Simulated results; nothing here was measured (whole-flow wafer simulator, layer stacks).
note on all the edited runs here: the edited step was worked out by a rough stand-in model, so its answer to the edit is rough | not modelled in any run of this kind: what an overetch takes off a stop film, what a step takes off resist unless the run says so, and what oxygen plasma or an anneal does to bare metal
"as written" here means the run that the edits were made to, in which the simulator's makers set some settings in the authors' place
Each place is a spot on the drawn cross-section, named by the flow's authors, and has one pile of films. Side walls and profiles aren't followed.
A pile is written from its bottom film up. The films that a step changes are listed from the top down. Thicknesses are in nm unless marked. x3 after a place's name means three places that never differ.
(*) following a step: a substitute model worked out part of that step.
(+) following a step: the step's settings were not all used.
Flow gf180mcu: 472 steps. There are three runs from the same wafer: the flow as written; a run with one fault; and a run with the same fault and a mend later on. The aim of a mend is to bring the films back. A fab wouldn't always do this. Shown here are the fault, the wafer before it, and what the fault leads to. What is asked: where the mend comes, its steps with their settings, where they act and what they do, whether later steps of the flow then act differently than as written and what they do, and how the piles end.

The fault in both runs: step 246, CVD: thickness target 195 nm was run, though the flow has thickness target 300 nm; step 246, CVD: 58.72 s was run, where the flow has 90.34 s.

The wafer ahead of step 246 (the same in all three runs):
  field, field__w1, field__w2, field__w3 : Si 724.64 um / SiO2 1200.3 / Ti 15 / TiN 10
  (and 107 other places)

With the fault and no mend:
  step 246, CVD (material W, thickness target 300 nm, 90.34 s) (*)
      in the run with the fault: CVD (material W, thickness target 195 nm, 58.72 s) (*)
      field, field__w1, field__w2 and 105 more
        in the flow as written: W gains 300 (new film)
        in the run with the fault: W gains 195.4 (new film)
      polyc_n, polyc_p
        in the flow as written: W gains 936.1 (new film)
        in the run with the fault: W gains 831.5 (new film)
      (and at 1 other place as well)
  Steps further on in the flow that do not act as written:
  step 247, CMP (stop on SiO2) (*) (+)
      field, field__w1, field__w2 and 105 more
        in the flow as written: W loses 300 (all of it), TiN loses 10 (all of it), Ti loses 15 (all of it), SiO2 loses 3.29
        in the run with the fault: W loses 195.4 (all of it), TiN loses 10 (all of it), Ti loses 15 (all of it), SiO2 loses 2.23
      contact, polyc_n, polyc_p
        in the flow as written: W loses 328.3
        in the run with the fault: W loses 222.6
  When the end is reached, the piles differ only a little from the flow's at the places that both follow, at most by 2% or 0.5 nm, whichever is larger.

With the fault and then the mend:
  After step 246 comes the mend.
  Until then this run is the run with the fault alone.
  step 246a, CVD (material W, thickness target 105 nm, 31.62 s) (a further turn of the flow's step 246, with different settings)
      field, field__w1, field__w2 and 105 more
        W gains 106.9
      contact, polyc_n, polyc_p
        W gains 107
  None of the later steps of the flow differs from how it acts as written, at any place that is followed, by more than 2% or 0.5 nm, whichever is larger.
  When the end is reached, the piles differ only a little from the flow's at the places that both follow, at most by 2% or 0.5 nm, whichever is larger.
